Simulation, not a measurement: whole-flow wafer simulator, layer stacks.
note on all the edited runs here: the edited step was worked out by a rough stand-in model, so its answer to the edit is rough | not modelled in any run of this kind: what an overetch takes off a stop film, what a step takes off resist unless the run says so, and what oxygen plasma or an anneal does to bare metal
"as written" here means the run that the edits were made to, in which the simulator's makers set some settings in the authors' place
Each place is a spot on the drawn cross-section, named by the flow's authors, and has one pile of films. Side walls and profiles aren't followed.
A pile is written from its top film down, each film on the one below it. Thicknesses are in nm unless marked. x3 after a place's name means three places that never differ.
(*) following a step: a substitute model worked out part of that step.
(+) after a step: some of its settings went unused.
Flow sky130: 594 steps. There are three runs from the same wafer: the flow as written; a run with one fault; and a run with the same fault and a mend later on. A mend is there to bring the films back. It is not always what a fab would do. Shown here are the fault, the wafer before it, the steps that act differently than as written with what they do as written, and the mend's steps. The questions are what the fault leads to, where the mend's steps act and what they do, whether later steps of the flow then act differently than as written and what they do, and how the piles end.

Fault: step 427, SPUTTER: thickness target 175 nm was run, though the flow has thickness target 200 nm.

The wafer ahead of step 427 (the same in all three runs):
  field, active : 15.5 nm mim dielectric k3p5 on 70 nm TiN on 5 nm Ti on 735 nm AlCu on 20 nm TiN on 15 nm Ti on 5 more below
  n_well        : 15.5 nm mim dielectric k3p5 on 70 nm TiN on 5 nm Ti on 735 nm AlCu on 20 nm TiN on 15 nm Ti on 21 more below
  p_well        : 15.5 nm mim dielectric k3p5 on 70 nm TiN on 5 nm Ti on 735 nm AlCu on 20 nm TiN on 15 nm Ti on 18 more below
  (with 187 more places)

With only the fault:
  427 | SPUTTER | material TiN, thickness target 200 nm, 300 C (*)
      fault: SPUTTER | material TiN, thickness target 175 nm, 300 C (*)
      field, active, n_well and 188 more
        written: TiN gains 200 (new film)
        fault: TiN gains 175 (new film)
  Later steps of the flow acting differently than as written (5 other steps are not shown; they differ only slightly, by no more than 2% or 0.5 nm, whichever is larger):
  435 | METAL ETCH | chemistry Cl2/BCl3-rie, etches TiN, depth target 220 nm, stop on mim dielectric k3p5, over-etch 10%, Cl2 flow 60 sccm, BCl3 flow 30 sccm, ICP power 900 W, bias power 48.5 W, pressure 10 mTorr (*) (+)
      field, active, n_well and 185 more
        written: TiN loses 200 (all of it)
        fault: TiN loses 175 (all of it)
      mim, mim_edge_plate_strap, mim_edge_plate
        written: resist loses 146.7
        fault: resist loses 128.3
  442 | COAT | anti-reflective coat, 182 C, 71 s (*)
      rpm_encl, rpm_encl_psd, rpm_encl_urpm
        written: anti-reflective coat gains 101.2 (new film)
        fault: anti-reflective coat gains 103.8 (new film)
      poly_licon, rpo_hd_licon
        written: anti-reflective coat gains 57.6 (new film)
        fault: anti-reflective coat gains 64.3 (new film)
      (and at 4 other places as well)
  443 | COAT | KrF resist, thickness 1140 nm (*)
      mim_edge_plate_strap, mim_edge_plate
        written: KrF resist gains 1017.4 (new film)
        fault: KrF resist gains 1042.4 (new film)
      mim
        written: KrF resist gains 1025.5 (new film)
        fault: KrF resist gains 1048.5 (new film)
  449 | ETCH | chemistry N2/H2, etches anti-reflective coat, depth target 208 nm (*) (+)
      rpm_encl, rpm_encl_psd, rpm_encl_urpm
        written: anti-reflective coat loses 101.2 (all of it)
        fault: anti-reflective coat loses 103.8 (all of it)
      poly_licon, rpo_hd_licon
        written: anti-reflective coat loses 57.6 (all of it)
        fault: anti-reflective coat loses 64.3 (all of it)
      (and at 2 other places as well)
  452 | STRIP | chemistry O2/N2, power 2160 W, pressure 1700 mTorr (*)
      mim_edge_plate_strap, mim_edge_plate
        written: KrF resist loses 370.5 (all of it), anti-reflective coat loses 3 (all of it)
        fault: KrF resist loses 395.5 (all of it), anti-reflective coat loses 3 (all of it)
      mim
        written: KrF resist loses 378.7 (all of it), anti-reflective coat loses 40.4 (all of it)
        fault: KrF resist loses 401.6 (all of it), anti-reflective coat loses 34.8 (all of it)
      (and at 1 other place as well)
  By the end, the piles at mim, mim_edge_plate_strap, mim_edge_plate depart from the flow's by more than 2% or 0.5 nm, whichever is larger.
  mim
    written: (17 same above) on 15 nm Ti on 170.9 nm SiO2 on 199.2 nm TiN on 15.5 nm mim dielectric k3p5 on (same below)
    fault: (17 same above) on 15 nm Ti on 195.9 nm SiO2 on 174.2 nm TiN on 15.5 nm mim dielectric k3p5 on (same below)
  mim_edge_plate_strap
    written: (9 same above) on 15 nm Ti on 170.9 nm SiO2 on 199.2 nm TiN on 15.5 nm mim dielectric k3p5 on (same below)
    fault: (9 same above) on 15 nm Ti on 195.9 nm SiO2 on 174.2 nm TiN on 15.5 nm mim dielectric k3p5 on (same below)
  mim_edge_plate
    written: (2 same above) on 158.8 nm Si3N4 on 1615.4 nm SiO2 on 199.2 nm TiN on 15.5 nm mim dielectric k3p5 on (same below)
    fault: (2 same above) on 158.8 nm Si3N4 on 1640.4 nm SiO2 on 174.2 nm TiN on 15.5 nm mim dielectric k3p5 on (same below)

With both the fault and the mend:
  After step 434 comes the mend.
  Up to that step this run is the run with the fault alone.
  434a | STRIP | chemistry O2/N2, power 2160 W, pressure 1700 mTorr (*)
      mim, mim_edge_plate_strap, mim_edge_plate
        resist loses 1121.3 (all of it)
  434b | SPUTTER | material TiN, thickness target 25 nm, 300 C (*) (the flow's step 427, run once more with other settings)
      field, active, n_well and 188 more
        TiN gains 25
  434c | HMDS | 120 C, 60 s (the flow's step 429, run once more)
      leaves every film unchanged at each place that is followed
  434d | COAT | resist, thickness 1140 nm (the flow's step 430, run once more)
      field, active, n_well and 186 more
        resist gains 1140 (new film)
      m1, via2_hole
        resist gains 1140.6 (new film)
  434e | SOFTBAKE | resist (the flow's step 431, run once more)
      leaves every film unchanged at each place that is followed
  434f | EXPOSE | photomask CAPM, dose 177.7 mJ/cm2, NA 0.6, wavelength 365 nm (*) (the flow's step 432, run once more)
      leaves every film unchanged at each place that is followed
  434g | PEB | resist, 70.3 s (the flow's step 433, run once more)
      field, active, n_well and 188 more
        resist loses 18.7
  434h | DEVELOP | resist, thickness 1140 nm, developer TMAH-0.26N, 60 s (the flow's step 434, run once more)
      field, active, n_well and 183 more
        resist loses 1121.3 (all of it)
      m1, via2_hole
        resist loses 1121.9 (all of it)
  Every later step of the flow that is run acts as written at every place that is followed.
  At every place that both follow, the piles at the end match the flow's.
